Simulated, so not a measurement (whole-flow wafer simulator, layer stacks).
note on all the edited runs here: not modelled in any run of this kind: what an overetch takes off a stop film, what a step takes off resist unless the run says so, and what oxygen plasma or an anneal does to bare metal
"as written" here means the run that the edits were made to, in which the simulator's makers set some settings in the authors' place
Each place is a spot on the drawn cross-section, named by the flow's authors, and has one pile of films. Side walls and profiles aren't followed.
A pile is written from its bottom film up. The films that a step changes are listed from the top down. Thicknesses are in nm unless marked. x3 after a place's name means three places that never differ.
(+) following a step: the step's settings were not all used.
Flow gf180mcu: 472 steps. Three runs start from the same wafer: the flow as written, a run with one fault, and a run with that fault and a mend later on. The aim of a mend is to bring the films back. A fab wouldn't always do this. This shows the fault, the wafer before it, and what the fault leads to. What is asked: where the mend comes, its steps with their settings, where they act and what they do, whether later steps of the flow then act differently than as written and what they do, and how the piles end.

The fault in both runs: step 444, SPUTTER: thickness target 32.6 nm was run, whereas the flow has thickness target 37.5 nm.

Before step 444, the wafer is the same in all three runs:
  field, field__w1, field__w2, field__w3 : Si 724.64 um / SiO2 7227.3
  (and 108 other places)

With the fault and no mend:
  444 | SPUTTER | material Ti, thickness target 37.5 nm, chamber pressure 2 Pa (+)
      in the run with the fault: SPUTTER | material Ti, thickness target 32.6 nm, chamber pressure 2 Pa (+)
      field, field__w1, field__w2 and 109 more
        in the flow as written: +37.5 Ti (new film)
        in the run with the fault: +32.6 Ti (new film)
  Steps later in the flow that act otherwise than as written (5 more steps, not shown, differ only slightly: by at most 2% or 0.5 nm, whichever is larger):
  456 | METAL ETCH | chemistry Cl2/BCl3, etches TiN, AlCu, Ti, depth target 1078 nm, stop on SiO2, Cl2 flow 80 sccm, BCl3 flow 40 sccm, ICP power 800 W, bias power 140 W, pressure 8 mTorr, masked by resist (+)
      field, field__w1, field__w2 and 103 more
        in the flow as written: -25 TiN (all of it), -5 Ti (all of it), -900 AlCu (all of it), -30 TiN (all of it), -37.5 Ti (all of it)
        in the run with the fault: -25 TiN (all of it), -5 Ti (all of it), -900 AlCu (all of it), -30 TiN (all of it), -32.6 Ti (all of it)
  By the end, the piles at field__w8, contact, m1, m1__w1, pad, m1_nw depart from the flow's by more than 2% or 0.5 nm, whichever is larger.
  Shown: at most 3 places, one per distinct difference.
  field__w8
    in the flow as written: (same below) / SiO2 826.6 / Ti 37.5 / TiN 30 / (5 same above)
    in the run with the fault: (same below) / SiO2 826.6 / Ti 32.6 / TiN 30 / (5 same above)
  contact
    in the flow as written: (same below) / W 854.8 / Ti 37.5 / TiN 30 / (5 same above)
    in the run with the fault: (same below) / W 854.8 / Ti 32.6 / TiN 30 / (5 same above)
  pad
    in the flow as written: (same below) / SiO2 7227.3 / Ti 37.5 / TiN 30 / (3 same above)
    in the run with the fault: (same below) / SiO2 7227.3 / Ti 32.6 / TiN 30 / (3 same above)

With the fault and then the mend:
  The mend follows step 444.
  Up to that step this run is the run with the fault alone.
  444a | SPUTTER | material Ti, thickness target 4.9 nm, chamber pressure 2 Pa (+) (a further turn of the flow's step 444, with different settings)
      field, field__w1, field__w2 and 109 more
        +4.9 Ti
  None of the later steps of the flow acts differently than as written at any place that is followed.
  By the end, the piles equal the flow's at every place that both follow.
